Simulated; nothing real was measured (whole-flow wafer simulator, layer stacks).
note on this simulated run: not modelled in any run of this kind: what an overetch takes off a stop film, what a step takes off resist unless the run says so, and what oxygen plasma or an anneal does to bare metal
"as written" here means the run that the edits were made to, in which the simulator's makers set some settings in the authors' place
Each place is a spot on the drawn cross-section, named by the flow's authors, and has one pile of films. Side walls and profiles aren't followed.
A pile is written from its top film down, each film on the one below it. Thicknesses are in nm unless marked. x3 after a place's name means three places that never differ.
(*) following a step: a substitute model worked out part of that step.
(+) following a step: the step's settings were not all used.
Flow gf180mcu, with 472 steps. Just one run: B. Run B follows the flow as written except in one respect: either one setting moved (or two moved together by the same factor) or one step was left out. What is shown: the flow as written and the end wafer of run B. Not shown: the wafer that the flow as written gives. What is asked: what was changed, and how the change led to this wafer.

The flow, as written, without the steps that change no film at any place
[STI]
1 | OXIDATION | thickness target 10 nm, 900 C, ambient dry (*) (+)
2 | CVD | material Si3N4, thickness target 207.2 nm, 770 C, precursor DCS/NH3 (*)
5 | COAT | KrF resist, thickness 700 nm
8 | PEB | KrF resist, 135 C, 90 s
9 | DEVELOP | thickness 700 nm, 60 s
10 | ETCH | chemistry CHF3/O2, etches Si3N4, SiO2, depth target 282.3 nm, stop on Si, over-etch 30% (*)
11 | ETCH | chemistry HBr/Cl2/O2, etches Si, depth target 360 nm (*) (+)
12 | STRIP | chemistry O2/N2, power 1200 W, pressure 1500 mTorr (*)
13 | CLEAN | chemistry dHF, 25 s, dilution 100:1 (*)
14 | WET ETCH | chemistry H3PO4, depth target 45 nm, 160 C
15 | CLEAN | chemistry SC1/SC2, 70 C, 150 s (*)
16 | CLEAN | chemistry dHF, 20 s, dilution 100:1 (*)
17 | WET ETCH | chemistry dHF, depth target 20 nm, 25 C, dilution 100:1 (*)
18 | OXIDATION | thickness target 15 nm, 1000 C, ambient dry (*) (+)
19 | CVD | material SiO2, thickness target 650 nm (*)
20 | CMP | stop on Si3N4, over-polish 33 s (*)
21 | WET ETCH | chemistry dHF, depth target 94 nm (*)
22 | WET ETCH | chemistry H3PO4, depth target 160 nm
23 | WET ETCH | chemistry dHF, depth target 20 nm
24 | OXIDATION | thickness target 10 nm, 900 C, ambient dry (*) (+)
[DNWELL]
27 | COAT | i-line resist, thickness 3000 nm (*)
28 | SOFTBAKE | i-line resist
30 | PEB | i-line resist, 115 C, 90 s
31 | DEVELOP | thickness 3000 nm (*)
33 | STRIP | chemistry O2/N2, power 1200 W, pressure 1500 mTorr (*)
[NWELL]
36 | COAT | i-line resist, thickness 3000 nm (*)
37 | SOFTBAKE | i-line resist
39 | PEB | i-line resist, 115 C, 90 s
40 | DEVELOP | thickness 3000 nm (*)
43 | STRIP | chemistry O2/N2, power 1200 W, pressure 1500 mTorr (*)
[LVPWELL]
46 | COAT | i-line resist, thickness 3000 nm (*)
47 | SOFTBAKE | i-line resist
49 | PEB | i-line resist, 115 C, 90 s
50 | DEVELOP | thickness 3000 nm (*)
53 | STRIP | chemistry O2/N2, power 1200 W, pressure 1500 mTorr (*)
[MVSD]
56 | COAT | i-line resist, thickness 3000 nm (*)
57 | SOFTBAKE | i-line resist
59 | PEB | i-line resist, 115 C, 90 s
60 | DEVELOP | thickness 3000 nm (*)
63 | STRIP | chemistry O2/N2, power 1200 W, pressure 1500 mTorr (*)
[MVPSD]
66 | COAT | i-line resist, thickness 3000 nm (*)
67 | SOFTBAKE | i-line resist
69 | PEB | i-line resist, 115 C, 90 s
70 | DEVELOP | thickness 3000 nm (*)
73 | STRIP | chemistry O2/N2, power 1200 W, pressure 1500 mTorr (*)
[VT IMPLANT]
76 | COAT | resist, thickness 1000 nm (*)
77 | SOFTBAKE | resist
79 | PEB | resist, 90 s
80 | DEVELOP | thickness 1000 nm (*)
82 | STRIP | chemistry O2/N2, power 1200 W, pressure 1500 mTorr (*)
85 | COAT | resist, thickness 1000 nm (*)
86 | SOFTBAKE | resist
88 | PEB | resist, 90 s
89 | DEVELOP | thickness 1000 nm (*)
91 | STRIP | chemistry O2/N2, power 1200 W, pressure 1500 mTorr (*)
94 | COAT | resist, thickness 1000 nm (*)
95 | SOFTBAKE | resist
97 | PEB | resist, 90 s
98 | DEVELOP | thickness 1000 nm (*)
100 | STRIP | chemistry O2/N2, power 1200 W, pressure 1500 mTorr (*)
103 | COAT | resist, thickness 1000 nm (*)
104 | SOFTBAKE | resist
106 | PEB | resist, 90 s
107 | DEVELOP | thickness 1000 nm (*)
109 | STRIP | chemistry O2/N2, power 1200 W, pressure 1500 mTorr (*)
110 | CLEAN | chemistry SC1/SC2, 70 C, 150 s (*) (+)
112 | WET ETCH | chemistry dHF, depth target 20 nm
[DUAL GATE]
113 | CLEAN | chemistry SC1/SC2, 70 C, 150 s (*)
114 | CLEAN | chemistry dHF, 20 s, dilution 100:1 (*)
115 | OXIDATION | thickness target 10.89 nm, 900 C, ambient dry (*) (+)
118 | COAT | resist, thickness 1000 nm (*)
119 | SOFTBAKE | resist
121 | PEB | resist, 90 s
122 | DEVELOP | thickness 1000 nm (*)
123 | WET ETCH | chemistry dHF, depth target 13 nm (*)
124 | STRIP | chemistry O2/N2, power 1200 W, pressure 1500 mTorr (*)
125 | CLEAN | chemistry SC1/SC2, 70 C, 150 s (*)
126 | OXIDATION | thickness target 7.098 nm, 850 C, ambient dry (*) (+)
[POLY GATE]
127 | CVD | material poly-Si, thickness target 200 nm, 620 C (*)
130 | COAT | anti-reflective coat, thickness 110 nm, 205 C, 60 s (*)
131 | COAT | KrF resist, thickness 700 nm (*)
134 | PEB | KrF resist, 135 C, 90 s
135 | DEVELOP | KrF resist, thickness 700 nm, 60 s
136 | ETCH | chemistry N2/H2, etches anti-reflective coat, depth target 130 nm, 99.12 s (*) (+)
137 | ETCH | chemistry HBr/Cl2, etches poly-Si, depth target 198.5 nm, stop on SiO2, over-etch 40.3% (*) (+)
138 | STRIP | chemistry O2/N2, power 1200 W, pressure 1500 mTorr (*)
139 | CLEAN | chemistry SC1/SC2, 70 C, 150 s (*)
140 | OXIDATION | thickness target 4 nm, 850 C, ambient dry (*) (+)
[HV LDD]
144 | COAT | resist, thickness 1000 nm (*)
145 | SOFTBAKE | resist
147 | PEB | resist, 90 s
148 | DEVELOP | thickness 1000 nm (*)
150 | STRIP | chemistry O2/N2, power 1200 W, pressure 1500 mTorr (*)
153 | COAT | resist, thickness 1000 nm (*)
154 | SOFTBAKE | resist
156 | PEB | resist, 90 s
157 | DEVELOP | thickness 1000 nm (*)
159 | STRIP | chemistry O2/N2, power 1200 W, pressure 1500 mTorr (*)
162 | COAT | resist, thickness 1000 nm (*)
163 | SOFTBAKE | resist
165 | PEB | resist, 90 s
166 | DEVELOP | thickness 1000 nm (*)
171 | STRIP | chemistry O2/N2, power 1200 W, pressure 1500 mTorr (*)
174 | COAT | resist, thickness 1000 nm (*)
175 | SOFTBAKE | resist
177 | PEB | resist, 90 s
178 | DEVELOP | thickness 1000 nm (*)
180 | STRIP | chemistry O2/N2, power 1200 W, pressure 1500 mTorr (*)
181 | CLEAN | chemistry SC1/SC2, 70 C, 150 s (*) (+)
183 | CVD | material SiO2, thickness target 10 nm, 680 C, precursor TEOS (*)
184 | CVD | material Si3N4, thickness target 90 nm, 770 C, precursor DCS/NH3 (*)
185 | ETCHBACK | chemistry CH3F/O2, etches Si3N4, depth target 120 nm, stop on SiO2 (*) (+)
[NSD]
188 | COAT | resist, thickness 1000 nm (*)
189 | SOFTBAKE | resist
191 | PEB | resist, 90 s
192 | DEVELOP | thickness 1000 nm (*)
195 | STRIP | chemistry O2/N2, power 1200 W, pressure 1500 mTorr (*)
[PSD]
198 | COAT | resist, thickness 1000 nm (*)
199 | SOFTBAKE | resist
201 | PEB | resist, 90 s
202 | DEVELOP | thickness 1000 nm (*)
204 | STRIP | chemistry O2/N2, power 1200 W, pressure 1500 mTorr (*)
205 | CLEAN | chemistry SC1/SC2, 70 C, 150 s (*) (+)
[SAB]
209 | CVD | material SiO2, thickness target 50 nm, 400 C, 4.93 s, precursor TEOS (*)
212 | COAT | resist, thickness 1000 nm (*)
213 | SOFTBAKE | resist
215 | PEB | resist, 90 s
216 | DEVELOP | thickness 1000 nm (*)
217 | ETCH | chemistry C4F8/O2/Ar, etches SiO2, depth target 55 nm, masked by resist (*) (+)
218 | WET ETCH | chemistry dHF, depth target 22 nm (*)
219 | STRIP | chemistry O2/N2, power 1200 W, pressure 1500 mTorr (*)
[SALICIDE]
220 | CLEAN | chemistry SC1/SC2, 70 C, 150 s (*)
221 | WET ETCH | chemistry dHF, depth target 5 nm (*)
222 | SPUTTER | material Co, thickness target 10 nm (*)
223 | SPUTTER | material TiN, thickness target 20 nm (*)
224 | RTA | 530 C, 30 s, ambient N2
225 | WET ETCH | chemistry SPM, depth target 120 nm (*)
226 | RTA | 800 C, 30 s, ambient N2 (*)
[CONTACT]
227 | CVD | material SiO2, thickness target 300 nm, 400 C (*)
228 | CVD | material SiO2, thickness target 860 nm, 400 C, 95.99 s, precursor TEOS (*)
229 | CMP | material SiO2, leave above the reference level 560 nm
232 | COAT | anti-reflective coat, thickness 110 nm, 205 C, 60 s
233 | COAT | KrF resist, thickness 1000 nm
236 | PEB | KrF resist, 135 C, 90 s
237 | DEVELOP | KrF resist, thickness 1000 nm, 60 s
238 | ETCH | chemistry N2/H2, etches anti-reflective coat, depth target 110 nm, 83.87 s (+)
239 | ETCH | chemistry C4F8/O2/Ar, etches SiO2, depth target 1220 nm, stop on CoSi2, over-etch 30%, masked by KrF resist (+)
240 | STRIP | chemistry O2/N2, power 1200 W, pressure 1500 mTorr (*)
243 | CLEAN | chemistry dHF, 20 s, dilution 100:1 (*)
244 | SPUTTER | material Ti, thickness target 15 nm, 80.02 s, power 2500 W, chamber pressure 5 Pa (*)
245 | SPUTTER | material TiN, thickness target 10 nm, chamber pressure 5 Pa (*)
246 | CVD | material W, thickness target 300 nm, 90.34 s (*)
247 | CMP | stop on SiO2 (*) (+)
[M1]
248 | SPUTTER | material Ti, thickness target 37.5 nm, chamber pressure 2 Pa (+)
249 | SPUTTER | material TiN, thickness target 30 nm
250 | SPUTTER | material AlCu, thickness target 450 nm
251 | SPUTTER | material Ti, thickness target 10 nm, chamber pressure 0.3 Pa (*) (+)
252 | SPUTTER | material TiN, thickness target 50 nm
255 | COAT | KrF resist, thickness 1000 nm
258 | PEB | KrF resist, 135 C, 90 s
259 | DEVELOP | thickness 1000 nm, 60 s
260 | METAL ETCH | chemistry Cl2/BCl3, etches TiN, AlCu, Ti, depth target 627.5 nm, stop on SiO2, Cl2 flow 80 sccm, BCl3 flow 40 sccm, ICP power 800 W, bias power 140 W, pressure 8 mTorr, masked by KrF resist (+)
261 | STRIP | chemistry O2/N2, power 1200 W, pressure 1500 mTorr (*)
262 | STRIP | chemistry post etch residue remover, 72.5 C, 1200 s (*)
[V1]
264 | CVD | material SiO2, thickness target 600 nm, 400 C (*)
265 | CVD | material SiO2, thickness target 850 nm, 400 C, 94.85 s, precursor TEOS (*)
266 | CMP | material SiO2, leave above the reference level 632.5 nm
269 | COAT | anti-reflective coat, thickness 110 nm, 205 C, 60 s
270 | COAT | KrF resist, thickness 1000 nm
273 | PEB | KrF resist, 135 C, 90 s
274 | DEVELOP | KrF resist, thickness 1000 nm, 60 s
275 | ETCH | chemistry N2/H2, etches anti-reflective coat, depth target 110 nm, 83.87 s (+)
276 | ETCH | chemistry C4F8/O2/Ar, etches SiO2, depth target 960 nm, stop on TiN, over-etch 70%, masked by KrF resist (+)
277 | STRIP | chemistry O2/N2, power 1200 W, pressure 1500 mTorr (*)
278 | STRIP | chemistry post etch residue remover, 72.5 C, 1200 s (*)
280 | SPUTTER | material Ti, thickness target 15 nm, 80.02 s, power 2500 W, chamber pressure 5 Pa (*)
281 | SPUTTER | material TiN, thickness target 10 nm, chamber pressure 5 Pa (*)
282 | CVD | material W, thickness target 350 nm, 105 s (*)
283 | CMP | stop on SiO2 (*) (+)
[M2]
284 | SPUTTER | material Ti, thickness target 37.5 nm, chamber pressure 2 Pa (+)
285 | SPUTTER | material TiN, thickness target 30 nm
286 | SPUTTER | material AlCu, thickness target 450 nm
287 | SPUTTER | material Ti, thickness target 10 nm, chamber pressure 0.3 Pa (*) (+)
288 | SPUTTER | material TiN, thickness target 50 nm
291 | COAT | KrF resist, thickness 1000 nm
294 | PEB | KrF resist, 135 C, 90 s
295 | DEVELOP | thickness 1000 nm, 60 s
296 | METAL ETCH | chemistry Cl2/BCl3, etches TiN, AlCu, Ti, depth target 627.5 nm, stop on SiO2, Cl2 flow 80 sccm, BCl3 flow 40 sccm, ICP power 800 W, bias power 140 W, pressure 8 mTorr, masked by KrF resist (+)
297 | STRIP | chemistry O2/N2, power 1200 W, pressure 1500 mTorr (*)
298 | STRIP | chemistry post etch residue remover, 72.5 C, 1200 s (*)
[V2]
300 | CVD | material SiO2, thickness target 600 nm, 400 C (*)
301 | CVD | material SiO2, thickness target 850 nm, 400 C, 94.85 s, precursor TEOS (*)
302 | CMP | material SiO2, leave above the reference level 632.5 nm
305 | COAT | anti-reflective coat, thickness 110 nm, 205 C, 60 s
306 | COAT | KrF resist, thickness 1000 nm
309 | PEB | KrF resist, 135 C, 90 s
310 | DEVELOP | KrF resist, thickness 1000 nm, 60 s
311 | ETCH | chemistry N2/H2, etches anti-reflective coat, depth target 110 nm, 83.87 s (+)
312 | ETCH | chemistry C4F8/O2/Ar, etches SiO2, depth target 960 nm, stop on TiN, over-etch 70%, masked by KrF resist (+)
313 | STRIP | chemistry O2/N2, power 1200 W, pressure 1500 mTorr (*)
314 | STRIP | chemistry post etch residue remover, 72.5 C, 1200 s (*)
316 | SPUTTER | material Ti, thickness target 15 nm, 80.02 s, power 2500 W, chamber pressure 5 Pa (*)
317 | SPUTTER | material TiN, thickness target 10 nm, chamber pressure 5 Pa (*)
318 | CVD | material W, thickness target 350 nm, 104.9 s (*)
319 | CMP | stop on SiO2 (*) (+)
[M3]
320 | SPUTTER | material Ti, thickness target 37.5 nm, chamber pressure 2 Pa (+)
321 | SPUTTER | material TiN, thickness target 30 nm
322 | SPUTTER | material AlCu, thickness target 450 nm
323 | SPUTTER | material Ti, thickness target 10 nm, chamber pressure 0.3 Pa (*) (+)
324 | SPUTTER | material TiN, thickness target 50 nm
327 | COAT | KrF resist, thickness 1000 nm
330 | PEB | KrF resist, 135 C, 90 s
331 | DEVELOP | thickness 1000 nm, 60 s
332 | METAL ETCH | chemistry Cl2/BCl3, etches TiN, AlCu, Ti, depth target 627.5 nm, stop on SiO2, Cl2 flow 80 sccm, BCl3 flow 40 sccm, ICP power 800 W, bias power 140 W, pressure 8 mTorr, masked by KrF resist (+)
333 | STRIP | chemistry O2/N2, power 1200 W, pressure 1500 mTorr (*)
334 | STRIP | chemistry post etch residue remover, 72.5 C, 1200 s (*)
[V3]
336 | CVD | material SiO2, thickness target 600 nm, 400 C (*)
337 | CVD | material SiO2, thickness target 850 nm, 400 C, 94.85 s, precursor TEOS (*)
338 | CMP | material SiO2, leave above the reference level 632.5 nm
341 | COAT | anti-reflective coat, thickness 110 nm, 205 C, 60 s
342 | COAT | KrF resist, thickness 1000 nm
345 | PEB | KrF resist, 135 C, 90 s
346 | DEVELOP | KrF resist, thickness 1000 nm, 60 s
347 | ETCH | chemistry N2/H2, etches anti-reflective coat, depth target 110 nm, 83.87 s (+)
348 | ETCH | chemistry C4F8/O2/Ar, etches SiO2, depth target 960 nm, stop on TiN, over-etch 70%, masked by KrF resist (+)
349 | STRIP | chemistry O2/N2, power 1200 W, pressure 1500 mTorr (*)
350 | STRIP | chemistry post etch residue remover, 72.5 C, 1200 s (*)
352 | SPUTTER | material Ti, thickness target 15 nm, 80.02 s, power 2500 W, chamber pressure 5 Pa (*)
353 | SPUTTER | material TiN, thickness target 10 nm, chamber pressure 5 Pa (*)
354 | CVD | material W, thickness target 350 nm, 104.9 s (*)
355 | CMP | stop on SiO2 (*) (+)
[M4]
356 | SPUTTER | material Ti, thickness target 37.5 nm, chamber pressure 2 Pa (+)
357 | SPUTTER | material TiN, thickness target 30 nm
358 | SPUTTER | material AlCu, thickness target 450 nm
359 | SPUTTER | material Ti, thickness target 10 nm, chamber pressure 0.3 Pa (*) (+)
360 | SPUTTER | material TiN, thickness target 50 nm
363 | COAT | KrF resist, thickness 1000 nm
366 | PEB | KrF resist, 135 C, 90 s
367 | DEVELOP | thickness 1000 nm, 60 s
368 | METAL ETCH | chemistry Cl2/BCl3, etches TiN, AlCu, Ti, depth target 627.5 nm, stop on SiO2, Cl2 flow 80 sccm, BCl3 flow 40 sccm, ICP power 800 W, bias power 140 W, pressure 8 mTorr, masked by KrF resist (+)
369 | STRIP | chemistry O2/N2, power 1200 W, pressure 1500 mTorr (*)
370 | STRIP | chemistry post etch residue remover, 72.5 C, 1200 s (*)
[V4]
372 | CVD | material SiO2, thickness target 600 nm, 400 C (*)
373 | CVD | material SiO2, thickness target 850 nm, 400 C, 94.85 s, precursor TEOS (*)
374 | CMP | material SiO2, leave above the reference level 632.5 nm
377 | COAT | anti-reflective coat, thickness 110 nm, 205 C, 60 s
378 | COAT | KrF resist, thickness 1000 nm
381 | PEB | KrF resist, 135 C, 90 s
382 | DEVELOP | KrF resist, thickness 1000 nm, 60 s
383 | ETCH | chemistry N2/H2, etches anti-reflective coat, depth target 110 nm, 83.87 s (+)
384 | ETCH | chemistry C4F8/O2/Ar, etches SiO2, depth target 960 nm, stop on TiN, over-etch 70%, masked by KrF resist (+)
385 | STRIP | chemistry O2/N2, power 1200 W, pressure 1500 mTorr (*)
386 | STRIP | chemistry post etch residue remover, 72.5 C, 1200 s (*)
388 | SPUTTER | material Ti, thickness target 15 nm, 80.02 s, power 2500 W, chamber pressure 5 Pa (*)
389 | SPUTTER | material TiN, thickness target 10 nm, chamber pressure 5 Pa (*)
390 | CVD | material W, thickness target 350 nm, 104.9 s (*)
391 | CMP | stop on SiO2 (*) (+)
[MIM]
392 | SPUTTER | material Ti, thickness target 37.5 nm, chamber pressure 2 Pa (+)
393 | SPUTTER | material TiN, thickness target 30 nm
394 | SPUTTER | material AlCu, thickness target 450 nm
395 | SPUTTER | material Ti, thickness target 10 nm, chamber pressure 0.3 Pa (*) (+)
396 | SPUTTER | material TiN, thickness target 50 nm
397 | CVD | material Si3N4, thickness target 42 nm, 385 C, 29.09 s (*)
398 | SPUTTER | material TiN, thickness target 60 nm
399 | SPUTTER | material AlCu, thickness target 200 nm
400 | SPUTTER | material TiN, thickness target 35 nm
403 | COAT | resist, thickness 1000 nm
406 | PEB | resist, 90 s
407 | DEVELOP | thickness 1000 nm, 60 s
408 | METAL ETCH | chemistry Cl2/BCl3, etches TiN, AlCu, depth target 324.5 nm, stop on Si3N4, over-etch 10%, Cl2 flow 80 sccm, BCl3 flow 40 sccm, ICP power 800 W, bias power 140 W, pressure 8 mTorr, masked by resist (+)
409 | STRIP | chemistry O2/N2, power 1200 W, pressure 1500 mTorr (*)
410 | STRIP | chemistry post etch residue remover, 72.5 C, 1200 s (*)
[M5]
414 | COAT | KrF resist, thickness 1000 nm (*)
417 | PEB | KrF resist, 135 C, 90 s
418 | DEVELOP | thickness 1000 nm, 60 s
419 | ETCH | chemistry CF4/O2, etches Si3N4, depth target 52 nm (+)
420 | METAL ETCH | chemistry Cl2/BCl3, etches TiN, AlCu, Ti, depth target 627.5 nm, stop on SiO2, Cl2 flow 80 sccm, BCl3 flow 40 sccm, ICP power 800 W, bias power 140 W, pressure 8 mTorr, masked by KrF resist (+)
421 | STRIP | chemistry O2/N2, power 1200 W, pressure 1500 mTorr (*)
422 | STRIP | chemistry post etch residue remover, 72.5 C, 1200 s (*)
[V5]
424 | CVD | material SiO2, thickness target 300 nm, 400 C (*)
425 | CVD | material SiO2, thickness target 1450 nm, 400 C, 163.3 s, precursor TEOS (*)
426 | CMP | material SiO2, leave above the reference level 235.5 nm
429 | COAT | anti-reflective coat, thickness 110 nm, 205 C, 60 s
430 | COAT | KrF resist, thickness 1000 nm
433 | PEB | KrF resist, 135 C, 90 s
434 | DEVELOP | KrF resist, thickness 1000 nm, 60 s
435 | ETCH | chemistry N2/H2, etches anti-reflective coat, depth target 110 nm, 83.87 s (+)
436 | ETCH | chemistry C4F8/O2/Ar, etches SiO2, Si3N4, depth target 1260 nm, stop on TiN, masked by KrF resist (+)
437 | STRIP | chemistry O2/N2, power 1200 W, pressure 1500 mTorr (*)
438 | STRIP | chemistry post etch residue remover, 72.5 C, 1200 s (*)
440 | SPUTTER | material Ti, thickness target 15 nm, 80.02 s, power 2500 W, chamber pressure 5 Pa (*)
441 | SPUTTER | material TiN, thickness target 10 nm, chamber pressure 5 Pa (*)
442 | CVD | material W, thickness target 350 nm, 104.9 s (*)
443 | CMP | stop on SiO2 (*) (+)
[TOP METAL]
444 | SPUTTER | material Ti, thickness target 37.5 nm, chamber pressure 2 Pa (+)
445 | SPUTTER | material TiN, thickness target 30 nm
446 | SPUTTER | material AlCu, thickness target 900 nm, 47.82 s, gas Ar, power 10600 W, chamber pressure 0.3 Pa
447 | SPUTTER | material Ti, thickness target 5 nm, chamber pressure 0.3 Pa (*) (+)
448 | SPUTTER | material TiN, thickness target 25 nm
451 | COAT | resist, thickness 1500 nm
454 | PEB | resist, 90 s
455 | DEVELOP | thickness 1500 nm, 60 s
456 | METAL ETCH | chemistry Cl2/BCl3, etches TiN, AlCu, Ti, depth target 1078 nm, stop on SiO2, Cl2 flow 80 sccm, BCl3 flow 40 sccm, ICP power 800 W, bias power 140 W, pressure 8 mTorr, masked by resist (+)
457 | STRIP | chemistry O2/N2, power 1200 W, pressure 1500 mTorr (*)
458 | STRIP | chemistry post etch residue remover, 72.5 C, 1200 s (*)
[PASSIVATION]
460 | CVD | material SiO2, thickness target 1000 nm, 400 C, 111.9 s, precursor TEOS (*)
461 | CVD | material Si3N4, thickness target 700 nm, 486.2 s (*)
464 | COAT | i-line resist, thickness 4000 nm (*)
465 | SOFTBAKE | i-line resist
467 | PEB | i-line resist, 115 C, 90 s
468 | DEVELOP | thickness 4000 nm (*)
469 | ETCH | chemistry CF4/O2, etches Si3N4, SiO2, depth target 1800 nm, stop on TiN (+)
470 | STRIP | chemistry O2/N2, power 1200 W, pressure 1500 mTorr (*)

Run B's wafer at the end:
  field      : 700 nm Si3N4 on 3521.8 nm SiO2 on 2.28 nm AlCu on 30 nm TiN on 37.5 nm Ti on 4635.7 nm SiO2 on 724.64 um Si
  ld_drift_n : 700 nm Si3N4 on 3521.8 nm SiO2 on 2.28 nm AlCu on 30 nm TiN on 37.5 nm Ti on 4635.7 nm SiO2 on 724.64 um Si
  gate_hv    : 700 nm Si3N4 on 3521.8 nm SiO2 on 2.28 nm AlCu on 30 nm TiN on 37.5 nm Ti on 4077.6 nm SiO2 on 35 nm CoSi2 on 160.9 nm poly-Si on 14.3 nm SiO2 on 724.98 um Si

The reason: step 368, METAL ETCH: depth target 502 nm was run, whereas the flow has depth target 627.5 nm.

How this came from the change, step by step:
  368 | METAL ETCH | chemistry Cl2/BCl3, etches TiN, AlCu, Ti, depth target 627.5 nm, stop on SiO2, Cl2 flow 80 sccm, BCl3 flow 40 sccm, ICP power 800 W, bias power 140 W, pressure 8 mTorr, masked by KrF resist (+)
      field, field__w1, field__w2 and 103 more: TiN loses 50 (all of it), Ti loses 10 (all of it), AlCu loses 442 (it would be, as written: TiN loses 50 (all of it), Ti loses 10 (all of it), AlCu loses 450 (all of it), TiN loses 30 (all of it), Ti loses 37.5 (all of it))
      field__w8, contact, m1, m1__w1, m1_nw: KrF resist loses 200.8 (it would be, as written: KrF resist loses 251)
  369 | STRIP | chemistry O2/N2, power 1200 W, pressure 1500 mTorr (*)
      field__w8, contact, m1, m1__w1, m1_nw: KrF resist loses 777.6 (all of it) (it would be, as written: KrF resist loses 727.4 (all of it))
  370 | STRIP | chemistry post etch residue remover, 72.5 C, 1200 s (*)
      field, field__w1, field__w2 and 103 more: AlCu loses 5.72 (it would be, as written: nothing)
  372 | CVD | material SiO2, thickness target 600 nm, 400 C (*)
      field, field__w1, field__w2 and 103 more: SiO2 gains 600 (new film) (it would be, as written: SiO2 gains 600)
  374 | CMP | material SiO2, leave above the reference level 632.5 nm
      field, field__w1, field__w2 and 103 more: SiO2 loses 369.8 (it would be, as written: SiO2 loses 300)
If metal films that touch count as one body, field has 1 body; the flow as written gives 0 bodies.
If metal films that touch count as one body, ld_drift_n has 1 body; the flow as written gives 0 bodies.
If metal films that touch count as one body, gate_hv has 2 bodies (between them, from the top down: SiO2 4077.6); the flow as written gives 1 body.
